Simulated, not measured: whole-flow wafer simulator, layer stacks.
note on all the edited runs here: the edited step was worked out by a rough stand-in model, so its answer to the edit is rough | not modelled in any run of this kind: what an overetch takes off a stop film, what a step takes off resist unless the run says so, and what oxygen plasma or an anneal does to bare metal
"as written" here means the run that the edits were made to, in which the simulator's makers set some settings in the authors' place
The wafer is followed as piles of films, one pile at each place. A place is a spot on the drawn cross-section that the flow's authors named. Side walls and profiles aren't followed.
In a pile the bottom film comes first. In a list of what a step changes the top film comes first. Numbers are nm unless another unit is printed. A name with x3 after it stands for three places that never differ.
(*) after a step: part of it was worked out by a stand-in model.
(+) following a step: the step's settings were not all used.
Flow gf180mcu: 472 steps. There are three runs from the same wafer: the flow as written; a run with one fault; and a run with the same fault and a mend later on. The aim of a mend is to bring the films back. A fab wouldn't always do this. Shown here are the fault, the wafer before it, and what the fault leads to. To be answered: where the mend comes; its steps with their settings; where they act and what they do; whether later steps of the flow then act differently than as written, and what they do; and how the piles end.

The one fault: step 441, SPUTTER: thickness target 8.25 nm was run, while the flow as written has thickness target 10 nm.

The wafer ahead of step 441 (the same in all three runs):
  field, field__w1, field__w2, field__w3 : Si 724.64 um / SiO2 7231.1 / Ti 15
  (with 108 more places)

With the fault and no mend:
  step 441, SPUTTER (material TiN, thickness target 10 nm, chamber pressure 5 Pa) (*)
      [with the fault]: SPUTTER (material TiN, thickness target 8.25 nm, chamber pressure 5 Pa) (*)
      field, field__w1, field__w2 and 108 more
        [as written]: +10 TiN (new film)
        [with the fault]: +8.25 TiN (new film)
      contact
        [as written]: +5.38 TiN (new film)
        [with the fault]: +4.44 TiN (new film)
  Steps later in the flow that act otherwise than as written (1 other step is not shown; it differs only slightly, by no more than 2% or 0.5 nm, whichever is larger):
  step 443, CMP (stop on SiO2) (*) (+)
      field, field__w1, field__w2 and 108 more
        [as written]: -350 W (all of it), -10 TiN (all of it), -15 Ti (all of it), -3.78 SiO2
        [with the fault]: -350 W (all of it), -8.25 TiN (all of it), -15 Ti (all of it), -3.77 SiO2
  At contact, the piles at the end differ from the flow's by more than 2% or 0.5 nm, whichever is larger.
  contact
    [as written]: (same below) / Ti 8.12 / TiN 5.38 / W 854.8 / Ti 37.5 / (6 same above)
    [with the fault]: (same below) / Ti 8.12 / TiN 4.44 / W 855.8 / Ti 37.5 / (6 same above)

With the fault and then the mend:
  The mend follows step 441.
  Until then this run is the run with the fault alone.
  step 441a, SPUTTER (material TiN, thickness target 1.75 nm, chamber pressure 5 Pa) (*) (the flow's step 441, run once more with other settings)
      field, field__w1, field__w2 and 108 more
        +1.75 TiN
      contact
        +0.94 TiN
  None of the later steps of the flow acts differently than as written at any place that is followed.
  At every place that both follow, the piles at the end match the flow's.
